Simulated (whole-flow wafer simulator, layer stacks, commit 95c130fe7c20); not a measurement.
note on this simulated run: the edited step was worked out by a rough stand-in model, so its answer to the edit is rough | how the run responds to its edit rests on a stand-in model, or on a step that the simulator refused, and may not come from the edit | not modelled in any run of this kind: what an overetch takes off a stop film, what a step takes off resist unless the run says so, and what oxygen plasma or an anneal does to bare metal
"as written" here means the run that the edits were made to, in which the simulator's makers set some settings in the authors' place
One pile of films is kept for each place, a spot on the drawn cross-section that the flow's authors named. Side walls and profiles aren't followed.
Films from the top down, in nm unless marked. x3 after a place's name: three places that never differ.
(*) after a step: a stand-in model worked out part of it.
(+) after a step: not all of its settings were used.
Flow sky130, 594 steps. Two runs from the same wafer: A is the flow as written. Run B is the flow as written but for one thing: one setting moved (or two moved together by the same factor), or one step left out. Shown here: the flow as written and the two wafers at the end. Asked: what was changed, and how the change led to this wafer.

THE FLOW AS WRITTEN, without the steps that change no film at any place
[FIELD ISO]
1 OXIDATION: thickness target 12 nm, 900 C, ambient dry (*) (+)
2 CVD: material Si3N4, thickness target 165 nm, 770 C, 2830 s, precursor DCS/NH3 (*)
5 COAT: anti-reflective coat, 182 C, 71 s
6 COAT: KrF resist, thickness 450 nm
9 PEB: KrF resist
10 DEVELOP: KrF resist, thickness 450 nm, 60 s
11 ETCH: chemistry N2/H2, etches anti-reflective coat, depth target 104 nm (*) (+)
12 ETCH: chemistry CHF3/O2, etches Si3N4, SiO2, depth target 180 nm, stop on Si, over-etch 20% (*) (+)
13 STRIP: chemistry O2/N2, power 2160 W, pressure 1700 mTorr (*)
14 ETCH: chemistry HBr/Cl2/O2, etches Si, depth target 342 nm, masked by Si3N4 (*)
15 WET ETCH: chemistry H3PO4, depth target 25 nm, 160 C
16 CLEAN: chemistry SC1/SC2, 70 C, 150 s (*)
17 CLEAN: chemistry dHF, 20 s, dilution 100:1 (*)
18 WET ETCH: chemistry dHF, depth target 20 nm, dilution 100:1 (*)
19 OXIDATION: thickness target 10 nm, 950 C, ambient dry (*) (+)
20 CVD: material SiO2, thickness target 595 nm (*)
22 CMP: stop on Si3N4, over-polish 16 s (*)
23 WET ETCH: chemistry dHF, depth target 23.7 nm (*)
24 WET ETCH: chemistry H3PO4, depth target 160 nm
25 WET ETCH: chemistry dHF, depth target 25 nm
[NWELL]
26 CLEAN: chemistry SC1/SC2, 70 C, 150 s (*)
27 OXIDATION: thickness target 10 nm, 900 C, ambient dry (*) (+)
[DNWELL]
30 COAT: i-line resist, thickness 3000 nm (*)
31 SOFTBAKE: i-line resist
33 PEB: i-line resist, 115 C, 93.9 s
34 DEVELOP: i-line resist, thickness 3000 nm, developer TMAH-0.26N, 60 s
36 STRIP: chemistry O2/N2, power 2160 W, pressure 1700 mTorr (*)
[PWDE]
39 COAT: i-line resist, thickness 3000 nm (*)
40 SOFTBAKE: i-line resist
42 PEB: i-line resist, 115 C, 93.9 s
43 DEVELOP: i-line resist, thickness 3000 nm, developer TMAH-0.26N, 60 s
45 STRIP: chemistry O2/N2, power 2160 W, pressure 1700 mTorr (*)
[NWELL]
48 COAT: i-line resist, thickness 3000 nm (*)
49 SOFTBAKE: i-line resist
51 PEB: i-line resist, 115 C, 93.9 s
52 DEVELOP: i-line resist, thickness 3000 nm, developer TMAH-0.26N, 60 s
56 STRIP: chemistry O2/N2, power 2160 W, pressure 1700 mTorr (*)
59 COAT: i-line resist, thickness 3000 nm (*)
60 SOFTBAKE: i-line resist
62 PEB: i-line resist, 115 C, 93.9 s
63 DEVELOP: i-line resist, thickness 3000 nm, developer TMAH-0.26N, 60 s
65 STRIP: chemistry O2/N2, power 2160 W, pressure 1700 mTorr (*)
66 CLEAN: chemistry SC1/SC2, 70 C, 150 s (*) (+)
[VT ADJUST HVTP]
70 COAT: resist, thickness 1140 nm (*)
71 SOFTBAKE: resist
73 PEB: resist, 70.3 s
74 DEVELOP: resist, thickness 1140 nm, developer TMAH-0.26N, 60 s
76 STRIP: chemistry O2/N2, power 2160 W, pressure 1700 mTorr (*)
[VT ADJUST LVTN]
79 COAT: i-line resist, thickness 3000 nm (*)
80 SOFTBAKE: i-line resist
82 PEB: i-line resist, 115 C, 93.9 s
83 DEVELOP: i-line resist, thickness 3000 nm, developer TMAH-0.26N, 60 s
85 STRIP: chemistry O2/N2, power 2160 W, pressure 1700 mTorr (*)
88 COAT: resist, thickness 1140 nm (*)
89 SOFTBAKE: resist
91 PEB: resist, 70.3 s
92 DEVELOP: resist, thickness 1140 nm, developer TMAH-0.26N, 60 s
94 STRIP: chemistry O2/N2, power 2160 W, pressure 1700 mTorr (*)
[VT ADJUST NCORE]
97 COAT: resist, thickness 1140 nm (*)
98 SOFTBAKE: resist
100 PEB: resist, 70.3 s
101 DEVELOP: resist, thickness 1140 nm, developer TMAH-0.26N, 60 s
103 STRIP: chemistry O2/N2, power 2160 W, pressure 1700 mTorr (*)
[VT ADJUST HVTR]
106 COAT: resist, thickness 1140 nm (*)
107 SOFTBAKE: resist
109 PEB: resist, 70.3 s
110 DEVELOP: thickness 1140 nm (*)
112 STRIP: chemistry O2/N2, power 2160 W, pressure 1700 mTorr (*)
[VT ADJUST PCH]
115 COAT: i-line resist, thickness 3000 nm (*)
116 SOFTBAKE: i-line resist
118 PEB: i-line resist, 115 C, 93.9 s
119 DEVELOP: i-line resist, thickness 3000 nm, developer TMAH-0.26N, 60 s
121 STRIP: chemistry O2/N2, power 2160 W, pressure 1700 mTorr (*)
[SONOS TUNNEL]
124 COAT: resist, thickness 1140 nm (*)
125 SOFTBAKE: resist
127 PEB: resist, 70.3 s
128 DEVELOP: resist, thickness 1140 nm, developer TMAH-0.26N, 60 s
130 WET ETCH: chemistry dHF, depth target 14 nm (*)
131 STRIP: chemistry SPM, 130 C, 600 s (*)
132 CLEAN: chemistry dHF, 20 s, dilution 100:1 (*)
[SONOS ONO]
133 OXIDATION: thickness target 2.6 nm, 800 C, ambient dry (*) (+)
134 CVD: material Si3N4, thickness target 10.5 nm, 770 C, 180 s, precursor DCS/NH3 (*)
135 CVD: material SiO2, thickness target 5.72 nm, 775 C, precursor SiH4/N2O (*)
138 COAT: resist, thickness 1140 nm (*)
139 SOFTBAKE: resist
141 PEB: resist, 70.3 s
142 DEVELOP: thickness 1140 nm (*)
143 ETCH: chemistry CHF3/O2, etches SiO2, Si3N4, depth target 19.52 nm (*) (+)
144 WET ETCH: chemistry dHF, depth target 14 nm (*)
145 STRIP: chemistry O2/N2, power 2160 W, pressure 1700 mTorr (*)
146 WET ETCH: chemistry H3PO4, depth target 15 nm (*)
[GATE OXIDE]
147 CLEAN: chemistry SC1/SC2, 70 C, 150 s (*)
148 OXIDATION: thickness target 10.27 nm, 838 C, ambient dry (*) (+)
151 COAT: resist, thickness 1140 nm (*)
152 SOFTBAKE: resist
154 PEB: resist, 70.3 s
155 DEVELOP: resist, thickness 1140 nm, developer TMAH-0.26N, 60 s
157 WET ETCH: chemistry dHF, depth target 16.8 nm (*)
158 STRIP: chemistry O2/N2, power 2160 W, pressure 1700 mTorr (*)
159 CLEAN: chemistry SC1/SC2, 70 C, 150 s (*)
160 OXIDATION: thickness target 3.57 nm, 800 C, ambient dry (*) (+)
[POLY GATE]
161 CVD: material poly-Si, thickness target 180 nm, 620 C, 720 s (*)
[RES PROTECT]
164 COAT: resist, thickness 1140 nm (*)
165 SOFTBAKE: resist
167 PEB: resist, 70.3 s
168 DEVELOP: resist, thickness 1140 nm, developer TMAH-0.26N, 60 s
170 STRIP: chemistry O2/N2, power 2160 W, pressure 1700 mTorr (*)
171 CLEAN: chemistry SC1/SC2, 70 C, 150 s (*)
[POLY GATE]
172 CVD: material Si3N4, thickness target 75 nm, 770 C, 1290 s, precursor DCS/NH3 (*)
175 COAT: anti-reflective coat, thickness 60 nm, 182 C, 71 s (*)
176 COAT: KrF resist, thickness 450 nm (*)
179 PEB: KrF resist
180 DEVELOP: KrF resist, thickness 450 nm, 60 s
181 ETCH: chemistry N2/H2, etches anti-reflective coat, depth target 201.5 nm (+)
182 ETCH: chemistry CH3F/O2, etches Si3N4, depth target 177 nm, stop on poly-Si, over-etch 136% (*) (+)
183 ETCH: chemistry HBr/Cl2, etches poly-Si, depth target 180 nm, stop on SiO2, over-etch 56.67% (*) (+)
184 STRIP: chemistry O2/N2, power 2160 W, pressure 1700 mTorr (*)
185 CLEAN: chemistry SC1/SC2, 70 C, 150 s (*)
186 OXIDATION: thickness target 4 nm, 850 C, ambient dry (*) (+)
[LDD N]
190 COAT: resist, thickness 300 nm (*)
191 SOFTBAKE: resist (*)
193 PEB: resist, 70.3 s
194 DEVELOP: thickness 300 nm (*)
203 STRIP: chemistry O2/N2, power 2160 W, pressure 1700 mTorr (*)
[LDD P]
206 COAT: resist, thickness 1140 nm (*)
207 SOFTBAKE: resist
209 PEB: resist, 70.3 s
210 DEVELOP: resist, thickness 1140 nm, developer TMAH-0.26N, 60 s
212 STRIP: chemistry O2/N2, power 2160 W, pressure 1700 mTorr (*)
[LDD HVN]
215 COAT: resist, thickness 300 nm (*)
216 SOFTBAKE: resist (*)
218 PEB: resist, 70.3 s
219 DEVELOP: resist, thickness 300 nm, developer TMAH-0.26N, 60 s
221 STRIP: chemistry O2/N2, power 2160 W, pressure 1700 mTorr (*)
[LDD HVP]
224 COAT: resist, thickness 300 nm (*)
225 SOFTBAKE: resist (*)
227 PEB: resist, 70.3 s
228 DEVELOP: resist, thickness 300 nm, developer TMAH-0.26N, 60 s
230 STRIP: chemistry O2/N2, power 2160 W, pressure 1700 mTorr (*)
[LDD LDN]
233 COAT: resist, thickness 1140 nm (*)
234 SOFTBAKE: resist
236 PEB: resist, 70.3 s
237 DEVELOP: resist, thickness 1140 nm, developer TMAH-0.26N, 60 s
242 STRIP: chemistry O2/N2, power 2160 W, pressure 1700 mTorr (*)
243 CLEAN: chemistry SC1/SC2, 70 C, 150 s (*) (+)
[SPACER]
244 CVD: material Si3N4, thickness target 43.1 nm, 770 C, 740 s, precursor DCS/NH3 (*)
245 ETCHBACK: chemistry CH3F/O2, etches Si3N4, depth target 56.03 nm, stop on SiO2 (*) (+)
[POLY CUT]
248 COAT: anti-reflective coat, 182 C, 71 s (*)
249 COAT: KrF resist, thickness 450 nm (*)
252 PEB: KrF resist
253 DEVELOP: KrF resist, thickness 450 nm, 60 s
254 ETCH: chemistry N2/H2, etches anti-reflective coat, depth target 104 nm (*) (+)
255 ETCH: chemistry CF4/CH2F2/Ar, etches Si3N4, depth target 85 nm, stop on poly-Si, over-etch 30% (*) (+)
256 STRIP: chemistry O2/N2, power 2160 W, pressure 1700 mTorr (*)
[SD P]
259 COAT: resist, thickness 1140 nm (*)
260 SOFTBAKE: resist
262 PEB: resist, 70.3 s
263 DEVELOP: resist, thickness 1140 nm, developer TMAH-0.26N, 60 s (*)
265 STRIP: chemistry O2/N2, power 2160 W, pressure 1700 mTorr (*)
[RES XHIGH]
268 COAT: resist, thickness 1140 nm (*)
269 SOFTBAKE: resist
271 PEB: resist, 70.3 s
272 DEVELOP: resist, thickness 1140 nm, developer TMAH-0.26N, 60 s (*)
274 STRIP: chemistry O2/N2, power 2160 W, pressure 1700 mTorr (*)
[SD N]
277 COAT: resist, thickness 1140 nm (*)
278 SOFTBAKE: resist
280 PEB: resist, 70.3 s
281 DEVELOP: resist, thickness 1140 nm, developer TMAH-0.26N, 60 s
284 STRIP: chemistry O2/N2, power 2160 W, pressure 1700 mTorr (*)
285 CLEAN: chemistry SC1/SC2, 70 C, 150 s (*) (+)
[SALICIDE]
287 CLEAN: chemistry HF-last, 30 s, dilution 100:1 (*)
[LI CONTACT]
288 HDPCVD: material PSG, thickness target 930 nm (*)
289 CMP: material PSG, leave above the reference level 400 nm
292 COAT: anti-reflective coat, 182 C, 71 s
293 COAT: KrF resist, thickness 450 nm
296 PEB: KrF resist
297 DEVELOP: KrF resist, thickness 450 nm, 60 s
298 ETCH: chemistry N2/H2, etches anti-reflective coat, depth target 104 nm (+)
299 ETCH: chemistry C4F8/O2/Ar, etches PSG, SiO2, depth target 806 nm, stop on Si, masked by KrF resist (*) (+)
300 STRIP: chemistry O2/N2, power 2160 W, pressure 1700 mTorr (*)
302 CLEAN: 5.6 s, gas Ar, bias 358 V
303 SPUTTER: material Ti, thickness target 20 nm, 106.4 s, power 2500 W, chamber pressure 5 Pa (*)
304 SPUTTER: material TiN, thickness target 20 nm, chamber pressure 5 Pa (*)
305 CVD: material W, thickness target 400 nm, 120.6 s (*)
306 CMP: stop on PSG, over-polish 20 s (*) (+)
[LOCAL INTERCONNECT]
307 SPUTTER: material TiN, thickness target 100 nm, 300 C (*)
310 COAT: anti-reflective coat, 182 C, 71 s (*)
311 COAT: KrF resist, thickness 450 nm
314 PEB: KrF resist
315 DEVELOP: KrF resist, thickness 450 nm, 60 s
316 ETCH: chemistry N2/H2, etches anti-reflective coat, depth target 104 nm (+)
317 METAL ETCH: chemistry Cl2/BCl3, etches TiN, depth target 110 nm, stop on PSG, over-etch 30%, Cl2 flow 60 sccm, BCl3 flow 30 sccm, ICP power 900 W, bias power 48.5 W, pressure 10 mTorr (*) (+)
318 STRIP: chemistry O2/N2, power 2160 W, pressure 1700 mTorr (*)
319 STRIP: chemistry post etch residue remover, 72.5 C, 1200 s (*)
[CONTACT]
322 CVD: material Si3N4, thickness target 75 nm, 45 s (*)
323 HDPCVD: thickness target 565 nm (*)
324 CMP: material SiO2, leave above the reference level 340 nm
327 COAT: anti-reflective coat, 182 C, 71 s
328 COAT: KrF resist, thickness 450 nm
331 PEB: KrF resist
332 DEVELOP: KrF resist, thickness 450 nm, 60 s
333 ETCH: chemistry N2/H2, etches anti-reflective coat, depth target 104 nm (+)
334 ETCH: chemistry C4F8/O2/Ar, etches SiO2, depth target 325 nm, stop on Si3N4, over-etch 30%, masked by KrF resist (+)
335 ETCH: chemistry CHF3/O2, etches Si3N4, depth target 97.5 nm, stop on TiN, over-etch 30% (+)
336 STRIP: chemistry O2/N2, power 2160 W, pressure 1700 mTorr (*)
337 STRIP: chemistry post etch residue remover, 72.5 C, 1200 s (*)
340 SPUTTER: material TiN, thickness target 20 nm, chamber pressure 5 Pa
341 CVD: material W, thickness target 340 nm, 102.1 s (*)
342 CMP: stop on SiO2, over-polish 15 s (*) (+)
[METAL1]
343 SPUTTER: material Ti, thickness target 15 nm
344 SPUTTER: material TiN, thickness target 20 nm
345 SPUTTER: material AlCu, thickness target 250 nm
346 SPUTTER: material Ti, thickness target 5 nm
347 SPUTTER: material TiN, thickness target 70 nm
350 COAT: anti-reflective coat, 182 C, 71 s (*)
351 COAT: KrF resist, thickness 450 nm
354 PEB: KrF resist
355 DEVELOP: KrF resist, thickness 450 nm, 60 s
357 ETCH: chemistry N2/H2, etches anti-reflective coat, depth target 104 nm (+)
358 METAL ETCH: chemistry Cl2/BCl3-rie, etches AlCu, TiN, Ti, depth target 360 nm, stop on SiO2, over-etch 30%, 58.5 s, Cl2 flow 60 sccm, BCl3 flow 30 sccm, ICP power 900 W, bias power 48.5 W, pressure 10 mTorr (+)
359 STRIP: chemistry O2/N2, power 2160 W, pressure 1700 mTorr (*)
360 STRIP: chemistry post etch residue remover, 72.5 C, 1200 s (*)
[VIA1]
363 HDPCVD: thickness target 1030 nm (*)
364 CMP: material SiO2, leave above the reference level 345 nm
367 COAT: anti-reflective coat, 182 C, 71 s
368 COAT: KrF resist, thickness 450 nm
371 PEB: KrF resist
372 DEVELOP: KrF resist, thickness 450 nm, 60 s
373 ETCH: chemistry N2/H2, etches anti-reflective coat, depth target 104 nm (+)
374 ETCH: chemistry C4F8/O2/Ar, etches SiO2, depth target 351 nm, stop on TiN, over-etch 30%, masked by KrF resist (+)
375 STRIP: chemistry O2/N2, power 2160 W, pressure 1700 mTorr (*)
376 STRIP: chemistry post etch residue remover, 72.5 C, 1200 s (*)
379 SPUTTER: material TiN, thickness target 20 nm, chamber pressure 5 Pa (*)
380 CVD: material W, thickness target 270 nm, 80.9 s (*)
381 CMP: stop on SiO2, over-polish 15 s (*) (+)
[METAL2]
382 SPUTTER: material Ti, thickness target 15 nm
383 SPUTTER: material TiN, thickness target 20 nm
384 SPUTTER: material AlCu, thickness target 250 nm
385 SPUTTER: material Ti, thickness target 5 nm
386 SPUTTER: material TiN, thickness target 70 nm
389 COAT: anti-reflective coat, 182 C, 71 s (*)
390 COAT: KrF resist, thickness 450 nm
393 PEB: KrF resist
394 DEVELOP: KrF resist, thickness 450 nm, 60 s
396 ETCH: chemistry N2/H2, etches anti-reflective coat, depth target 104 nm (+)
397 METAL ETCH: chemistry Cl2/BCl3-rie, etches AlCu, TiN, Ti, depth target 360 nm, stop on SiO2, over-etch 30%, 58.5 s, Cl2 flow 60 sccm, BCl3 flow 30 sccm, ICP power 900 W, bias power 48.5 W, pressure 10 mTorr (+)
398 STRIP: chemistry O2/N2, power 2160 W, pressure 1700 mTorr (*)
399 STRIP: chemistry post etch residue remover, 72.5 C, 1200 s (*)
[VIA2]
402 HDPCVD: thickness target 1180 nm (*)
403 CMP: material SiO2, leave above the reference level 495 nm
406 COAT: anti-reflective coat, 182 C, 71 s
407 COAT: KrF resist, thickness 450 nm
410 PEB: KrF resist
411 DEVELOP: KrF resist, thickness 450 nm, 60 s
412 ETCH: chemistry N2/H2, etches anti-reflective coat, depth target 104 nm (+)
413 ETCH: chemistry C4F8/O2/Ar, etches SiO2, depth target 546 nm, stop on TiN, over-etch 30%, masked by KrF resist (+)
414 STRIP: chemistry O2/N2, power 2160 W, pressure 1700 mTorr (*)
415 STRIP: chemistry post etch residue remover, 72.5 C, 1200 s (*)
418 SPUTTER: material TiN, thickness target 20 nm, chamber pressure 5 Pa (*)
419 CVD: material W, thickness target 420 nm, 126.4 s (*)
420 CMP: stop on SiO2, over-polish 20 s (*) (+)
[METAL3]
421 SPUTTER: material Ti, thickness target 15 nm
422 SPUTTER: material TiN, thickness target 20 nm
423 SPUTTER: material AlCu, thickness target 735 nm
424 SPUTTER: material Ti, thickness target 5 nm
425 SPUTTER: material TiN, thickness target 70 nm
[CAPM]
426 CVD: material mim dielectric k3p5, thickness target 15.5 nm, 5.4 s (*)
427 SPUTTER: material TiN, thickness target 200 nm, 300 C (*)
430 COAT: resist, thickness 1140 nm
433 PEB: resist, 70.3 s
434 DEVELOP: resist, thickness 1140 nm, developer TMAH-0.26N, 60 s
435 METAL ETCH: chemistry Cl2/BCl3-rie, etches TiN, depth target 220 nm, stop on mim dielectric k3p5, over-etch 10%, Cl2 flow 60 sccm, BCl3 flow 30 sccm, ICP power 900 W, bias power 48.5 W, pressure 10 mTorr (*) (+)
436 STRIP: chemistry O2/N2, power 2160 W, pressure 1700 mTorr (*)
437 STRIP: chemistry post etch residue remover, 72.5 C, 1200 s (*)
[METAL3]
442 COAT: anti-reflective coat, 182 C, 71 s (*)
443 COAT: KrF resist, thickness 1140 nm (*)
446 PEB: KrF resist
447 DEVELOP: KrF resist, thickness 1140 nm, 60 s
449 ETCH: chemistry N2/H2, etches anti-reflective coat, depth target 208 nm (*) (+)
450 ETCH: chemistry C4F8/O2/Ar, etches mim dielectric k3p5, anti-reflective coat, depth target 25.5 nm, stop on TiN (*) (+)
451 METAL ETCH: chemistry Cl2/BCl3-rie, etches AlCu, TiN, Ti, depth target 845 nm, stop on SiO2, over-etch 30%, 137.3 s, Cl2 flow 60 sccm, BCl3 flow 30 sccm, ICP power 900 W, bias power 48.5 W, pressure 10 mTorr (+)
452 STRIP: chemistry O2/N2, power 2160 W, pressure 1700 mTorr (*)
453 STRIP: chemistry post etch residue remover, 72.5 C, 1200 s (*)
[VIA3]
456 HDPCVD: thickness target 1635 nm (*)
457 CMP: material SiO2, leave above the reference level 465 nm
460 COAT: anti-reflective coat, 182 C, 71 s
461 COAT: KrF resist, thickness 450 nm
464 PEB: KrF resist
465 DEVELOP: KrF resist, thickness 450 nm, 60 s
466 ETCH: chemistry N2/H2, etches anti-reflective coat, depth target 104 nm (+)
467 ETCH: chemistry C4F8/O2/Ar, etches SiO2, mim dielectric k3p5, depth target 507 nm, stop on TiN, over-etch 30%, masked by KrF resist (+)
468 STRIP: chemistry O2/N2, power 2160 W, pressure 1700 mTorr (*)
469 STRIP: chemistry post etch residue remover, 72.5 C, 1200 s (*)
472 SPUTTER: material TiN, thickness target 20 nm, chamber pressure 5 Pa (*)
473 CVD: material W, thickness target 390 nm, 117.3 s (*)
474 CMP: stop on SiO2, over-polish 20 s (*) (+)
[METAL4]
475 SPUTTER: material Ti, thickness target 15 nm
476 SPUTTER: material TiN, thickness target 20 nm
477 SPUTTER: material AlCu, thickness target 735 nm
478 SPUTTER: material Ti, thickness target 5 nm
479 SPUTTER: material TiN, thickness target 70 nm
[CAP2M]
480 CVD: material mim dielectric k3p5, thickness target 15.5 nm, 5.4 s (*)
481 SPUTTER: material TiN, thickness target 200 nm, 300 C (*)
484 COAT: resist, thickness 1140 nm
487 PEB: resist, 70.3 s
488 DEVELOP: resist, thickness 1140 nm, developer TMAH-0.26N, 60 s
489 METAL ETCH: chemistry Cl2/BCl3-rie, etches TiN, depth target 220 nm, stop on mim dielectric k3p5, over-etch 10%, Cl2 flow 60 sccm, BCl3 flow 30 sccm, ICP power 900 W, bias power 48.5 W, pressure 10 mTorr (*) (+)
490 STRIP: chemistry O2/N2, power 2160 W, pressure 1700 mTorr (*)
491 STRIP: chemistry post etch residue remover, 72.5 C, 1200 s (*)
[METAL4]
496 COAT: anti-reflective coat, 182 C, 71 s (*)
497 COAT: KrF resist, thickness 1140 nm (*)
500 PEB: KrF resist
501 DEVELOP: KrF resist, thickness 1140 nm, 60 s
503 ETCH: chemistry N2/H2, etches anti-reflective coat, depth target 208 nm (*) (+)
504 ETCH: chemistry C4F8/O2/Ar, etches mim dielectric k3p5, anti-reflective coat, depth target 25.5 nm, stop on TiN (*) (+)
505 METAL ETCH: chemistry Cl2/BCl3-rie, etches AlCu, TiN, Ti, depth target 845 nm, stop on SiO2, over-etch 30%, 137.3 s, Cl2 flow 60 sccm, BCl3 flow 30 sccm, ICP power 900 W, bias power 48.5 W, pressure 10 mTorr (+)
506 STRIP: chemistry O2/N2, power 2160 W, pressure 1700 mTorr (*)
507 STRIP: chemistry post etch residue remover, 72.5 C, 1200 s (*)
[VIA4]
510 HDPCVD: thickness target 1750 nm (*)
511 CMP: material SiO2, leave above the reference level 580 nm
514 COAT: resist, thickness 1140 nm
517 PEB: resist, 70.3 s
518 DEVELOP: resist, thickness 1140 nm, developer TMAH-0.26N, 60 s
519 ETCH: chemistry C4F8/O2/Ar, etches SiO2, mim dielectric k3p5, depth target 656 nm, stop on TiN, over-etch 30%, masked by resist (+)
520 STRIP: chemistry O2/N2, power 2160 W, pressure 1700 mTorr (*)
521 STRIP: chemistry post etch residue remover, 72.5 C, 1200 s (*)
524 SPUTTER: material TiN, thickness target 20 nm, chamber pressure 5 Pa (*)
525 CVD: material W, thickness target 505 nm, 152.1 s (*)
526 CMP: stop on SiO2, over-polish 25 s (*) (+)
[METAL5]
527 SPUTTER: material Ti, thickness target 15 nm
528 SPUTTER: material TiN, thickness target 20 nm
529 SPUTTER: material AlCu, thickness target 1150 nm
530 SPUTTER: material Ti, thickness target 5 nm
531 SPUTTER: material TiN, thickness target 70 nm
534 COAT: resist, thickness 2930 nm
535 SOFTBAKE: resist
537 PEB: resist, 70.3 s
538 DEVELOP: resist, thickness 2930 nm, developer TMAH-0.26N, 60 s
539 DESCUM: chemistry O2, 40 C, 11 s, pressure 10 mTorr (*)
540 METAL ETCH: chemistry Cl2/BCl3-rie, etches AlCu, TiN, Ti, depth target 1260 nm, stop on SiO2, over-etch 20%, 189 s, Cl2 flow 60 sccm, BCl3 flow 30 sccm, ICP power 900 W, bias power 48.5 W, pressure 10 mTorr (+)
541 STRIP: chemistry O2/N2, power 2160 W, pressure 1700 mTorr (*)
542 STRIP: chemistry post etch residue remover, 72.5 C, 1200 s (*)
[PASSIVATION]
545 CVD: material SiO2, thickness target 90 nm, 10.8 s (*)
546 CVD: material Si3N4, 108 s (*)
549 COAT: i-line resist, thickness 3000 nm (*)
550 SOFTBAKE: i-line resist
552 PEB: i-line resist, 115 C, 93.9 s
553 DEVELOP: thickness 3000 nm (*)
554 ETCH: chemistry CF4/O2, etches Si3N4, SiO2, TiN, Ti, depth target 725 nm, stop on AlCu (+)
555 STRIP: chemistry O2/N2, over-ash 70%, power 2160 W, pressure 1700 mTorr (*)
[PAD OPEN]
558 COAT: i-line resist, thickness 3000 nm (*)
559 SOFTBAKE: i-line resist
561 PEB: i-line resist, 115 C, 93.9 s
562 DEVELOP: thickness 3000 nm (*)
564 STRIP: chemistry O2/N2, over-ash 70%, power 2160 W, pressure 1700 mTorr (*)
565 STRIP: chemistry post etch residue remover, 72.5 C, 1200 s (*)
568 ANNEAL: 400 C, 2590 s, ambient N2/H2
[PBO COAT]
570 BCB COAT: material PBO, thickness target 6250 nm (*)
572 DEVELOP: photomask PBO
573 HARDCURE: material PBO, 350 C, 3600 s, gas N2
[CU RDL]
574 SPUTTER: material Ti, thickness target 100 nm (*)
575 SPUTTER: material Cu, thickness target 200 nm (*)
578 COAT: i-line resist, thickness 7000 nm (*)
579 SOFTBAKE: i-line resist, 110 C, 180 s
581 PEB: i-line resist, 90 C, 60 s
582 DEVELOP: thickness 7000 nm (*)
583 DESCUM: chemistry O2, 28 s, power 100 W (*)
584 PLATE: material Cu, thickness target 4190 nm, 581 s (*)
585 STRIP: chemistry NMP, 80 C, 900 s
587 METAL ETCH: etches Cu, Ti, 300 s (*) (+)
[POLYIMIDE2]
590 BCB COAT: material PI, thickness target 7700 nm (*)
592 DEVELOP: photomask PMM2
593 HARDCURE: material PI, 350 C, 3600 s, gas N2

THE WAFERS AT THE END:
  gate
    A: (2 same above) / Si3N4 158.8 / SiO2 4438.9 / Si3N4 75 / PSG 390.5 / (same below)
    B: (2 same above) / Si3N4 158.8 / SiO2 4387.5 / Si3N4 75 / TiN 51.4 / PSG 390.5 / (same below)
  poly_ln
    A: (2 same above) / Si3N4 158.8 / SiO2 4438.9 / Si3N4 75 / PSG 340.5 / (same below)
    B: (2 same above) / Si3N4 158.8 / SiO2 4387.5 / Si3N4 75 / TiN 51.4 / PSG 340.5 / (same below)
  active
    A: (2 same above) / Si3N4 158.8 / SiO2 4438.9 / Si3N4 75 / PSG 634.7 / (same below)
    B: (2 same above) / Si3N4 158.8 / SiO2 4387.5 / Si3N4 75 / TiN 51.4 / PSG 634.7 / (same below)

The cause: step 317, METAL ETCH: depth target 46.8 nm was run, where the flow has depth target 110 nm.

How the change led to this, step by step:
  317 METAL ETCH: chemistry Cl2/BCl3, etches TiN, depth target 110 nm, stop on PSG, over-etch 30%, Cl2 flow 60 sccm, BCl3 flow 30 sccm, ICP power 900 W, bias power 48.5 W, pressure 10 mTorr (*) (+)
      field, active, gate and 88 more: A TiN -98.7 (all of it) | B TiN -46.8
      n_well, p_well, gate_hv and 97 more: A KrF resist -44 | B KrF resist -18.7
  318 STRIP: chemistry O2/N2, power 2160 W, pressure 1700 mTorr (*)
      n_well, p_well, gate_hv and 93 more: A KrF resist -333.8 (all of it), anti-reflective coat -80 (all of it) | B KrF resist -359.1 (all of it), anti-reflective coat -80 (all of it)
      poly_licon, ndiff_licon, rpo_hd_licon: A KrF resist -333.9 (all of it), anti-reflective coat -80.5 (all of it) | B KrF resist -359.2 (all of it), anti-reflective coat -80.5 (all of it)
      (and at 1 more place)
  324 CMP: material SiO2, leave above the reference level 340 nm
      field, active, gate and 88 more: A SiO2 -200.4 | B SiO2 -251.9
Counting metal films that touch as one body, gate has 1 body; the flow as written gives 0 bodies.
Counting metal films that touch as one body, poly_ln has 1 body; the flow as written gives 0 bodies.
Counting metal films that touch as one body, active has 1 body; the flow as written gives 0 bodies.
